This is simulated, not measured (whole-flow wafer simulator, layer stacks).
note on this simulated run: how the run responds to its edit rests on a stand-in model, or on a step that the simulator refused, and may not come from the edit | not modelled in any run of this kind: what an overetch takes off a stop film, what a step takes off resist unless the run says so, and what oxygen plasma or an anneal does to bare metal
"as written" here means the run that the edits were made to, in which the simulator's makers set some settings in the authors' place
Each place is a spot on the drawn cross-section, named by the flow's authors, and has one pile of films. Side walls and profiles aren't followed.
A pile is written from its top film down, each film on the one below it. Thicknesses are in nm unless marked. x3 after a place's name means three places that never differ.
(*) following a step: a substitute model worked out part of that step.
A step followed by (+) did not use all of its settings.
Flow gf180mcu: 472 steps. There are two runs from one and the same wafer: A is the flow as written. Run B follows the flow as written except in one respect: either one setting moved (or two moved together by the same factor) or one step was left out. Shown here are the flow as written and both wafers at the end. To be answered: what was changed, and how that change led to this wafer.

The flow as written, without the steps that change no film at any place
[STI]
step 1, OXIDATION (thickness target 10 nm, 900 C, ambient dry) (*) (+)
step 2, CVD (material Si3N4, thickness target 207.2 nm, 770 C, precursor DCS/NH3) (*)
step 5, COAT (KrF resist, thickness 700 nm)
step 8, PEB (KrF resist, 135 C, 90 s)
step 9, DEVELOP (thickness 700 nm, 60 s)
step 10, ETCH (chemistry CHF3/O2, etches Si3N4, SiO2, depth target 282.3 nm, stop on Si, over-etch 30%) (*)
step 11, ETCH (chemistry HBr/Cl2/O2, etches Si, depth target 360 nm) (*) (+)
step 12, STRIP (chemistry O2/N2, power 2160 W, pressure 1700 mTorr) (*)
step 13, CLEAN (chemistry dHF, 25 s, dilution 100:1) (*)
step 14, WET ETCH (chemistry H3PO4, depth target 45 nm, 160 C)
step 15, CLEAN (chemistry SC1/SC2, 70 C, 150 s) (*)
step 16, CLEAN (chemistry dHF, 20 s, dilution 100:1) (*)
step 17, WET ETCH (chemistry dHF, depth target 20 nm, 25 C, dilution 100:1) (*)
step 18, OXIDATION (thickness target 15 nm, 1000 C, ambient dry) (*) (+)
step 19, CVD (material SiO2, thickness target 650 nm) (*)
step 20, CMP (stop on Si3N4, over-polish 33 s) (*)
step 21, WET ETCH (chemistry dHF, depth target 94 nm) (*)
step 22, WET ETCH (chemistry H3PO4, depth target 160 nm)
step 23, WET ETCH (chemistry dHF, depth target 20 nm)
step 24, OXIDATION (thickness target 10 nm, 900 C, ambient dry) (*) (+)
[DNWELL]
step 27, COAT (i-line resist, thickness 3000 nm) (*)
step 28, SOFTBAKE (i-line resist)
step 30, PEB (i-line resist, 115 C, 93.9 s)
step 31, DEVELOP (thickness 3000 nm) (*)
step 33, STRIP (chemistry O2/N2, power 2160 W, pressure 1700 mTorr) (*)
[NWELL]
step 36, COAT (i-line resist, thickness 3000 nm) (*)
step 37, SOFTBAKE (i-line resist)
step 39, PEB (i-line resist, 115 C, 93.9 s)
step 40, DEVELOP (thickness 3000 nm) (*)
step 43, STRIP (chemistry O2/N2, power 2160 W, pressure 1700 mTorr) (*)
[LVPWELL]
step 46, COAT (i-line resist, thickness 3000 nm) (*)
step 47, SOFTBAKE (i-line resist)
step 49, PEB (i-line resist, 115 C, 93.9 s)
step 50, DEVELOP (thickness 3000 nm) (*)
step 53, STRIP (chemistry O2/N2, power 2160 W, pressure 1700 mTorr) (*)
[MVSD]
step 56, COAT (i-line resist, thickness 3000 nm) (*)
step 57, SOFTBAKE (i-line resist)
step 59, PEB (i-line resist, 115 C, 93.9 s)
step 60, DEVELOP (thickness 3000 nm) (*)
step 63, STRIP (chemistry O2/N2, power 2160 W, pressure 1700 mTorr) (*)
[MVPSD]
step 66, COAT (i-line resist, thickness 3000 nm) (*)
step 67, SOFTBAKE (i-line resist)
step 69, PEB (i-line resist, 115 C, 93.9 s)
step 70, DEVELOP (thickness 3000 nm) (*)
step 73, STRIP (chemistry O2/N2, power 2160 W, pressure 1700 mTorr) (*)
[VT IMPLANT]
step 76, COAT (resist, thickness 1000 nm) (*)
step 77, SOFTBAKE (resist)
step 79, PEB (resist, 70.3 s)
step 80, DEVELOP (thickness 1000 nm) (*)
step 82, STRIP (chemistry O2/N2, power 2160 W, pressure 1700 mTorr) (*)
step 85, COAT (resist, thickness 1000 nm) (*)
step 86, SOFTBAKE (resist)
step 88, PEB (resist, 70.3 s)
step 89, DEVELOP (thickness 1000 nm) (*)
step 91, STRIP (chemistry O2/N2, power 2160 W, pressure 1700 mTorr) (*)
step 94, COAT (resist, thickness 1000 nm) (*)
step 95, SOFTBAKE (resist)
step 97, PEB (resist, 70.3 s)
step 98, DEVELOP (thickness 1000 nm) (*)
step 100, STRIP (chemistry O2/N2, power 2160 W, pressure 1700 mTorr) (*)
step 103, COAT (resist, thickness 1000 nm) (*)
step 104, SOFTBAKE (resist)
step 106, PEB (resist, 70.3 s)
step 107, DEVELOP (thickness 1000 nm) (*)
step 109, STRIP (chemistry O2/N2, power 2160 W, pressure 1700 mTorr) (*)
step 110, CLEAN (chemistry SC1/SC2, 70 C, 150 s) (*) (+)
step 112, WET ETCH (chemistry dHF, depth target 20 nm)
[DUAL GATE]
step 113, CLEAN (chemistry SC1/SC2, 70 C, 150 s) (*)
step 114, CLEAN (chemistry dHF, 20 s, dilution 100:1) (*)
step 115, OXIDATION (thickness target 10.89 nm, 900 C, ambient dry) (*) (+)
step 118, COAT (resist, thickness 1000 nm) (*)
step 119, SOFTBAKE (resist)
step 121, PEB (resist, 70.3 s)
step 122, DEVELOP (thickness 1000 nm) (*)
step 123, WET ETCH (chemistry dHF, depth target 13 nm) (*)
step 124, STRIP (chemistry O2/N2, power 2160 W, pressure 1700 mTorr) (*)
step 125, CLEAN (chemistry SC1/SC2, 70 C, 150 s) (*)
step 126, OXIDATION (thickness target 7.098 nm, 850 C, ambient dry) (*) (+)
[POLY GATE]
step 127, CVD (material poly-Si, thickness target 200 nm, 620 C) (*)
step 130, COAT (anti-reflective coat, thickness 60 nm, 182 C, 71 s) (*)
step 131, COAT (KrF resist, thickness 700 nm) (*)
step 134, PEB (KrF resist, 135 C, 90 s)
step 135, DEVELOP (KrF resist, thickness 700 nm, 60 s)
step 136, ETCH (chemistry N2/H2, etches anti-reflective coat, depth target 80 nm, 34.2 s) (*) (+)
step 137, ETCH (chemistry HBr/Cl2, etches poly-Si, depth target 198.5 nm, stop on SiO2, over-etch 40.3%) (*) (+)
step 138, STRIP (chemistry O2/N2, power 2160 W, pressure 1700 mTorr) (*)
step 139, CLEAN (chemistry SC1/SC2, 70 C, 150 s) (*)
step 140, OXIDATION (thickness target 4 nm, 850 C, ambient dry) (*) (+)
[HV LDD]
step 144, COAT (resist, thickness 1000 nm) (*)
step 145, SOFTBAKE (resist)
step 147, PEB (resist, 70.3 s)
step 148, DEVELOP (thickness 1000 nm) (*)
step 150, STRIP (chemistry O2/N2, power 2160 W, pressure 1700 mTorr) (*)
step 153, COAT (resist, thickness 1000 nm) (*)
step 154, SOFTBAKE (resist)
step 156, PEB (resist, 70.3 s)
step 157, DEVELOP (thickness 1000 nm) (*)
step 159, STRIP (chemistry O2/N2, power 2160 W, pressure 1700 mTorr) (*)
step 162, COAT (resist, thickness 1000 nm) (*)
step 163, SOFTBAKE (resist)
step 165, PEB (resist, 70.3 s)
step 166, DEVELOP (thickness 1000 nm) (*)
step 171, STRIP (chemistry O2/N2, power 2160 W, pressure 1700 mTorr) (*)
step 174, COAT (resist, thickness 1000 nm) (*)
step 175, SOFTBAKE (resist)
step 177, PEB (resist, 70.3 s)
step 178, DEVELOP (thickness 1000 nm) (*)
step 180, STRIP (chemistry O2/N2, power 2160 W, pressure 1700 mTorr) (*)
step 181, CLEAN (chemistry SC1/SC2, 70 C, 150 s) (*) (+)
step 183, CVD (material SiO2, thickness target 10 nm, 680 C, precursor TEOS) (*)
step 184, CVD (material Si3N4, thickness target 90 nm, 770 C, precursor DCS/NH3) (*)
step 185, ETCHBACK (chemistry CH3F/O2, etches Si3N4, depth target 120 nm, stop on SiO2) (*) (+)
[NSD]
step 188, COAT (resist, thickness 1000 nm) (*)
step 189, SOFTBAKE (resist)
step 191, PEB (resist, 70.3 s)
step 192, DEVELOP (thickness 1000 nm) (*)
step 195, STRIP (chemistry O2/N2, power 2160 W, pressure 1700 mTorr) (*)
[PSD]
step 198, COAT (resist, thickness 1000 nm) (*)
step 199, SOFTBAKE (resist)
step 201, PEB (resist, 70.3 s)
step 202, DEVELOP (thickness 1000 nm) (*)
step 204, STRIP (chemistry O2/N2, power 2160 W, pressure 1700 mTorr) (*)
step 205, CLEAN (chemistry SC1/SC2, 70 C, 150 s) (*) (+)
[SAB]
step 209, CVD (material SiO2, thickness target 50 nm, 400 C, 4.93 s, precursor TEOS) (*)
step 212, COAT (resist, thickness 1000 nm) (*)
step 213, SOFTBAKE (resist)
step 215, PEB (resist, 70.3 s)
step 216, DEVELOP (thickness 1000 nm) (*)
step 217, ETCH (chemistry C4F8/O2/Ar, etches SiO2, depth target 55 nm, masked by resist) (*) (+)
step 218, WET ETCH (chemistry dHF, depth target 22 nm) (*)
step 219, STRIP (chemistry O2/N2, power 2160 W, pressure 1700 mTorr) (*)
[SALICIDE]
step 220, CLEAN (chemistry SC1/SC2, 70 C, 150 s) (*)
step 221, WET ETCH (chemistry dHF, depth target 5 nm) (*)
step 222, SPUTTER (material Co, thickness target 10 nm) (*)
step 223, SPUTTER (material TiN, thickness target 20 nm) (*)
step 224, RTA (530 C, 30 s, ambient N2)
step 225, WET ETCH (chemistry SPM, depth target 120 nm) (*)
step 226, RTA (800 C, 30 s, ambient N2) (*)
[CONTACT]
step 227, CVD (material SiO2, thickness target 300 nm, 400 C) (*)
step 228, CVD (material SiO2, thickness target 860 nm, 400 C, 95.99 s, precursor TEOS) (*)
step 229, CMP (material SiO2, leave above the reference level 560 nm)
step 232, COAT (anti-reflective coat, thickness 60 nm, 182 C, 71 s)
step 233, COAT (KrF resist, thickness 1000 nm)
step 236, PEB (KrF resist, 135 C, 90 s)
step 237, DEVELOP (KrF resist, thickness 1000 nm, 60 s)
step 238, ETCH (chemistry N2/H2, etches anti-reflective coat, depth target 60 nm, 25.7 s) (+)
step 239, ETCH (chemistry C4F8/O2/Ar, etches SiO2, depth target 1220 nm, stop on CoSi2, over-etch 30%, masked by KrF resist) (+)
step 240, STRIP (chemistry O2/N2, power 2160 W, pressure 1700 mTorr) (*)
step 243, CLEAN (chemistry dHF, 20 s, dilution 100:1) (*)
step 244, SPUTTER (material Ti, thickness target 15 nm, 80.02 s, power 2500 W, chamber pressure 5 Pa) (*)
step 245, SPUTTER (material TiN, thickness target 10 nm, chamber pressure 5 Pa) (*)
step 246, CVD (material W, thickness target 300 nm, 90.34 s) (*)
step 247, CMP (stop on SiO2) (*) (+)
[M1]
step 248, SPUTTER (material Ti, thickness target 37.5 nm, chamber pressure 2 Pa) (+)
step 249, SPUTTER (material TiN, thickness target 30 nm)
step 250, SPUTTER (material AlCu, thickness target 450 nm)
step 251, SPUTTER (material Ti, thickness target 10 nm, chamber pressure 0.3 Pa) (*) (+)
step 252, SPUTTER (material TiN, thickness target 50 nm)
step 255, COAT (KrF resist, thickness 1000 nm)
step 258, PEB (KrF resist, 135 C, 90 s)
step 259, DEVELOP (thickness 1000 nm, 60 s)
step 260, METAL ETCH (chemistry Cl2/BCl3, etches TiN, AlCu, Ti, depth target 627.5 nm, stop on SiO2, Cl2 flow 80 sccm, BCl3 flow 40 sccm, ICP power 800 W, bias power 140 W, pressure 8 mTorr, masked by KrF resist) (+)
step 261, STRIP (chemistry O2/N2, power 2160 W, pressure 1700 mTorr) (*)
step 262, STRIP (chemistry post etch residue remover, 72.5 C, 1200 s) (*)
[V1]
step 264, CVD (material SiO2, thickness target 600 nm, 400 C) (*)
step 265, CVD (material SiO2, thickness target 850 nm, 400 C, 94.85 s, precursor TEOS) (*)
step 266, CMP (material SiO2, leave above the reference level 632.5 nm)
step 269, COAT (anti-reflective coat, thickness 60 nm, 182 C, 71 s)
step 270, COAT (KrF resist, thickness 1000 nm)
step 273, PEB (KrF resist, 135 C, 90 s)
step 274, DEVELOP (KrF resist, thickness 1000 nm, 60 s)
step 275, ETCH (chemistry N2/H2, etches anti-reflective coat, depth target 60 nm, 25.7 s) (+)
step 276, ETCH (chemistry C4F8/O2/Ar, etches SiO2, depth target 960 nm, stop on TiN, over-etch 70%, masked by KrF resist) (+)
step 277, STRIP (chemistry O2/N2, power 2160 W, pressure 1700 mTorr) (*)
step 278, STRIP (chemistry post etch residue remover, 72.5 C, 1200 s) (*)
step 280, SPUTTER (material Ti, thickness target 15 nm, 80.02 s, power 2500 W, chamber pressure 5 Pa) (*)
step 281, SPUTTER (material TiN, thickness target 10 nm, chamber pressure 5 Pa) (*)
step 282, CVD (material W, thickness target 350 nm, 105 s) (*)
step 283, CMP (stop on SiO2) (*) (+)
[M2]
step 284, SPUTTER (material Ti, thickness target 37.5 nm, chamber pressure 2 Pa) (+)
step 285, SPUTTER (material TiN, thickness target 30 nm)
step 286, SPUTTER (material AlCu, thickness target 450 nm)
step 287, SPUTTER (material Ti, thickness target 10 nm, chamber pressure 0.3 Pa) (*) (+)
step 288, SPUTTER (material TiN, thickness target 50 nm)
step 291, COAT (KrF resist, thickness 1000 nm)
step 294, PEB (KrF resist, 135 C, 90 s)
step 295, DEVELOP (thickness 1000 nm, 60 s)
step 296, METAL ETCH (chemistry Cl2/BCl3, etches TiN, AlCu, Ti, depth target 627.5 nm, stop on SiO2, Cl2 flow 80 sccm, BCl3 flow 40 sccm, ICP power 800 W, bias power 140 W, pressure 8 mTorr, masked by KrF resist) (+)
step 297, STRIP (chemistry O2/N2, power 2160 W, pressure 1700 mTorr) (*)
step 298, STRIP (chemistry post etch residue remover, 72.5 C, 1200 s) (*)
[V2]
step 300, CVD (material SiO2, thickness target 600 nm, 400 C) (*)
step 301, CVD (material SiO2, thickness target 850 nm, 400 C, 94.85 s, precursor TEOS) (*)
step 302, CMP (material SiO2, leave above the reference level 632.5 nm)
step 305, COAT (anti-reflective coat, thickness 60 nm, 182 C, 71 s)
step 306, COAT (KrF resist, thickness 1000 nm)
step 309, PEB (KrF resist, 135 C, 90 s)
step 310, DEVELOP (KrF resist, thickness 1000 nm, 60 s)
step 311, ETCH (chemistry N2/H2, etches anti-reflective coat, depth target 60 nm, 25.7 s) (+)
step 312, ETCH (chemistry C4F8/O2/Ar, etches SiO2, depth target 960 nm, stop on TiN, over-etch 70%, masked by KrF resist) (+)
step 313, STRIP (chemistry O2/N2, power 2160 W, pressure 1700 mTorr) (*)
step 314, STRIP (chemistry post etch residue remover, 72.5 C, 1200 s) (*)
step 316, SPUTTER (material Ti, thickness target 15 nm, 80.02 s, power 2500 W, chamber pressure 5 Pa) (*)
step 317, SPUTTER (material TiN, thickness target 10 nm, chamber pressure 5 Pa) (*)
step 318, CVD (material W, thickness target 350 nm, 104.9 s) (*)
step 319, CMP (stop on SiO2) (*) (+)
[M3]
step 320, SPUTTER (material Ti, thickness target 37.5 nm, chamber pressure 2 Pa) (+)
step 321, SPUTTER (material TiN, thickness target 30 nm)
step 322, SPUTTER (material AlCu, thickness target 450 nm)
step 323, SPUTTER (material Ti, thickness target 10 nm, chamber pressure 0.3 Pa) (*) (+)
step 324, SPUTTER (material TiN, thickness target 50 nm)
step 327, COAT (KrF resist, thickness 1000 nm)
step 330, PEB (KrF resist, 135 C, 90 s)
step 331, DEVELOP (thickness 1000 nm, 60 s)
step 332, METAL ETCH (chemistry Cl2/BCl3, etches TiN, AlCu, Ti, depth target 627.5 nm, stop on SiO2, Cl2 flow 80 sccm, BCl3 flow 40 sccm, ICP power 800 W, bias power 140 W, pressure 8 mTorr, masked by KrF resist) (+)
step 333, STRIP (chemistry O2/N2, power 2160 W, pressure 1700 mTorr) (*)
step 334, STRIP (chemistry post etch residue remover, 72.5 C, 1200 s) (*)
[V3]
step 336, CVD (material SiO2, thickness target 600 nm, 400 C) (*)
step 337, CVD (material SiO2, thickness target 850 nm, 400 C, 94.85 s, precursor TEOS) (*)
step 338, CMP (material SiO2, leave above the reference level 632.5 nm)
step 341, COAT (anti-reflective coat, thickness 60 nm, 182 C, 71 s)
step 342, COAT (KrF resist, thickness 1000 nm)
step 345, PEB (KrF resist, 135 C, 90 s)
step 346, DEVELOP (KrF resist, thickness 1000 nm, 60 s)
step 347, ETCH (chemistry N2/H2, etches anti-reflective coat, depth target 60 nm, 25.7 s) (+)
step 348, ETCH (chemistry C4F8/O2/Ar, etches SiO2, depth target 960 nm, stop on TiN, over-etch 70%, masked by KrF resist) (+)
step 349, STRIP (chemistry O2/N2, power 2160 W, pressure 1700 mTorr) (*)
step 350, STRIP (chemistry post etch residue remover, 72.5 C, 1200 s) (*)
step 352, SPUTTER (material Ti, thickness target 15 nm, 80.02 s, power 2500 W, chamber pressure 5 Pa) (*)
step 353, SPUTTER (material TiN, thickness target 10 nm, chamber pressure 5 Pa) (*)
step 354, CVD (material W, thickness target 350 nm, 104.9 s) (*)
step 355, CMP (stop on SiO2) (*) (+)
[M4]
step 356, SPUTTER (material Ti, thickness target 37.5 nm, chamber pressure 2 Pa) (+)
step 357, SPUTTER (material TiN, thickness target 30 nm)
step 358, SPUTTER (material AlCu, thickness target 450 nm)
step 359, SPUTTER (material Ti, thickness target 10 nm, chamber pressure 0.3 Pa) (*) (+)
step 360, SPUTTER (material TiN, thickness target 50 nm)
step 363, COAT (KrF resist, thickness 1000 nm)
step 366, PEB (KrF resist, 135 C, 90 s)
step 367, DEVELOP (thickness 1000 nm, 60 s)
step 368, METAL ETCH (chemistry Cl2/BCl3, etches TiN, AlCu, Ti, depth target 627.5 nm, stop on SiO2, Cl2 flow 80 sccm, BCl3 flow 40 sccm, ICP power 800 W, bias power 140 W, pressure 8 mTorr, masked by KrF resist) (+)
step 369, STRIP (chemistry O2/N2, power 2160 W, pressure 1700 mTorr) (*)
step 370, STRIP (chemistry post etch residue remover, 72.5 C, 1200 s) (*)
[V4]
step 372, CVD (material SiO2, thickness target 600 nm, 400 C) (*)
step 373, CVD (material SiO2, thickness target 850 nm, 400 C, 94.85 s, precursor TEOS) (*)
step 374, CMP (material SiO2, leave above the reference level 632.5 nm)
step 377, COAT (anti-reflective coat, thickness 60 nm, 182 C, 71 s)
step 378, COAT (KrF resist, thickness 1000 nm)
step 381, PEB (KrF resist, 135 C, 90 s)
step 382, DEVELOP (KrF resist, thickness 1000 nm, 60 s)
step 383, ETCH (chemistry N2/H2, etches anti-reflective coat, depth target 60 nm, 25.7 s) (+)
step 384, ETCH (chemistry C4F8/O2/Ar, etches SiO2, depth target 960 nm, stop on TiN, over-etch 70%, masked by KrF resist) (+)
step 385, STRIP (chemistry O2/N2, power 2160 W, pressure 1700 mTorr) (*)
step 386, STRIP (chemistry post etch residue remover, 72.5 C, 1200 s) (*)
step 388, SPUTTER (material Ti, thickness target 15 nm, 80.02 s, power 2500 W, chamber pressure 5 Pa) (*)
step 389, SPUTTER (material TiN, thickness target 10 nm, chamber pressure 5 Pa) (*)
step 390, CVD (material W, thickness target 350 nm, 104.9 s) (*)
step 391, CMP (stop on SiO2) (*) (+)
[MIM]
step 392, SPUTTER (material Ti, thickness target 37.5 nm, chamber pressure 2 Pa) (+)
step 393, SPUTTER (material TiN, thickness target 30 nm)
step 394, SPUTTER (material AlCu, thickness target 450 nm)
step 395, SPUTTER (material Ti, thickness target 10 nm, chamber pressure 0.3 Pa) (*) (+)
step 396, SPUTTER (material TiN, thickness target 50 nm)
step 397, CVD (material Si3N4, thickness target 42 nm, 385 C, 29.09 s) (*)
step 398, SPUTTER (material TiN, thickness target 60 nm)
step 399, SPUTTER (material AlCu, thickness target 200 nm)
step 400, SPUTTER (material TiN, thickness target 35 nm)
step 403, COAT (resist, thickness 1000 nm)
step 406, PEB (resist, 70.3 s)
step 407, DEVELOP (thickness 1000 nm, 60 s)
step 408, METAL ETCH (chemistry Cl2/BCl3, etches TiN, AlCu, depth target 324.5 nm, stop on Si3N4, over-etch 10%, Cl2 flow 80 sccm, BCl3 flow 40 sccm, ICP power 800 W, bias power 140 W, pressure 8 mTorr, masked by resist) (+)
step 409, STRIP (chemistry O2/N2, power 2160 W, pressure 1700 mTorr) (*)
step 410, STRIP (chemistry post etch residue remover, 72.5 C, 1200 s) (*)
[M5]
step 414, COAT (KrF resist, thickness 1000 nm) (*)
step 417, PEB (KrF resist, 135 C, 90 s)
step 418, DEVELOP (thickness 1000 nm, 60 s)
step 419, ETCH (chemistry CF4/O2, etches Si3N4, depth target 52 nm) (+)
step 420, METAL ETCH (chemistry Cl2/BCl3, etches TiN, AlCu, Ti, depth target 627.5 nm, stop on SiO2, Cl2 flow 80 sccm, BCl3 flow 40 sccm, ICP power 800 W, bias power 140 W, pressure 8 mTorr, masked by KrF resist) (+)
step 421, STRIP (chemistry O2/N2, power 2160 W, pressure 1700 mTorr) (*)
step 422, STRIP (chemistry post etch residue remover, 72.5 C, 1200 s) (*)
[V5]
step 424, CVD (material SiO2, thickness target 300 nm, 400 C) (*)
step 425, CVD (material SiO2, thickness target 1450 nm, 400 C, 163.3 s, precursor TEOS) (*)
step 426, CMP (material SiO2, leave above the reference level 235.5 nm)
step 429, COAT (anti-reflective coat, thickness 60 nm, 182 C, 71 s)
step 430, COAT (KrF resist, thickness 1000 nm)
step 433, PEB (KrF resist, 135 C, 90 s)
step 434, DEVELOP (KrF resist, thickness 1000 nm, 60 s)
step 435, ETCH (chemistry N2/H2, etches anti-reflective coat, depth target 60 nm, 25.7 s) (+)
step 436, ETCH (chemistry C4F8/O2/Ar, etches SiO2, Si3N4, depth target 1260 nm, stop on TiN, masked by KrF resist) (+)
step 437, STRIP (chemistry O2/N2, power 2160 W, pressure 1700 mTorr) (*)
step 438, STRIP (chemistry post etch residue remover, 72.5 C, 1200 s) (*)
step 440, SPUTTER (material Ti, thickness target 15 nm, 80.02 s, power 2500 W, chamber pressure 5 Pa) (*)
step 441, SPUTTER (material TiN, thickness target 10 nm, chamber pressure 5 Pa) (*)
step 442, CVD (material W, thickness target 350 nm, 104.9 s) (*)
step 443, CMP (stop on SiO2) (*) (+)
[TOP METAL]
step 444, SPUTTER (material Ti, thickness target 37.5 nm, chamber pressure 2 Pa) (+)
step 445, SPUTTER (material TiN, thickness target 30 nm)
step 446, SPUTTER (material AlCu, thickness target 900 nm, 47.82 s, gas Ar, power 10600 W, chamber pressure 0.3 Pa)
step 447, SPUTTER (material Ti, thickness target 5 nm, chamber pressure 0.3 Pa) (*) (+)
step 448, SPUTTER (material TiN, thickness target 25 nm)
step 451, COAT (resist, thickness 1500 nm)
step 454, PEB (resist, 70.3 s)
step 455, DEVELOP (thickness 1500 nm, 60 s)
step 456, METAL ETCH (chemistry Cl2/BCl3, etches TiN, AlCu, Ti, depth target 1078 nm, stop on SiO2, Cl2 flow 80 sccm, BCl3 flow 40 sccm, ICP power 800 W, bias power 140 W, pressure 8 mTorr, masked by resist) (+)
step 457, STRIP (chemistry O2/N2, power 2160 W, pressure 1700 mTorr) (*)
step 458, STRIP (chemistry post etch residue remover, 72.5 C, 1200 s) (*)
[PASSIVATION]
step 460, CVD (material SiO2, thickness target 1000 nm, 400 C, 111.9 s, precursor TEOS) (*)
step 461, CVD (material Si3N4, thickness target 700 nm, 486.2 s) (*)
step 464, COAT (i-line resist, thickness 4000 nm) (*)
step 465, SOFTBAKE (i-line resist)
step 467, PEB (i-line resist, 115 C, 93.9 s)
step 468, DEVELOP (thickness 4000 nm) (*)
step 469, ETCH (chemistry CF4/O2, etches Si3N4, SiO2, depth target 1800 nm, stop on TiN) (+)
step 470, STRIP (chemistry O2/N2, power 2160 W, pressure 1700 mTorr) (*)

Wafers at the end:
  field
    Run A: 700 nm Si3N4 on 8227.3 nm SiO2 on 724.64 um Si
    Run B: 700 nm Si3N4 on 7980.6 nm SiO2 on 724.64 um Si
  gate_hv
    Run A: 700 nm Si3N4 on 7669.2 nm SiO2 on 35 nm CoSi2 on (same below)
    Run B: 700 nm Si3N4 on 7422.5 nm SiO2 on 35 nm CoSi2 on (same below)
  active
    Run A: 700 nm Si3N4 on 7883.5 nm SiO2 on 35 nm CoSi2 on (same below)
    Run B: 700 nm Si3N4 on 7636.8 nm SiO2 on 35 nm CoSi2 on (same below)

Cause: step 338, CMP: leave above the reference level 385.8 nm was run, whereas the flow has leave above the reference level 632.5 nm.

The path from the change to this, step by step:
  step 338, CMP (material SiO2, leave above the reference level 632.5 nm)
      field, field__w1, field__w2 and 103 more: A SiO2 loses 300 | B SiO2 loses 546.7
      field__w8, contact, m1, m1__w1, m1_nw: A SiO2 loses 877.1 | B SiO2 loses 1123.8
  step 348, ETCH (chemistry C4F8/O2/Ar, etches SiO2, depth target 960 nm, stop on TiN, over-etch 70%, masked by KrF resist) (+)
      field, field__w1, field__w2 and 107 more: A KrF resist loses 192 | B KrF resist loses 110.8
      contact: A SiO2 loses 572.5 (all of it) | B SiO2 loses 325.8 (all of it)
  step 349, STRIP (chemistry O2/N2, power 2160 W, pressure 1700 mTorr) (*)
      field, field__w1, field__w2 and 107 more: A KrF resist loses 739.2 (all of it), anti-reflective coat loses 60 (all of it) | B KrF resist loses 820.4 (all of it), anti-reflective coat loses 60 (all of it)
  step 352, SPUTTER (material Ti, thickness target 15 nm, 80.02 s, power 2500 W, chamber pressure 5 Pa) (*)
      contact: A Ti gains 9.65 (new film) | B Ti gains 11.2 (new film)
  step 353, SPUTTER (material TiN, thickness target 10 nm, chamber pressure 5 Pa) (*)
      contact: A TiN gains 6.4 (new film) | B TiN gains 7.46 (new film)
  step 354, CVD (material W, thickness target 350 nm, 104.9 s) (*)
      contact: A W gains 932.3 (new film) | B W gains 683 (new film)
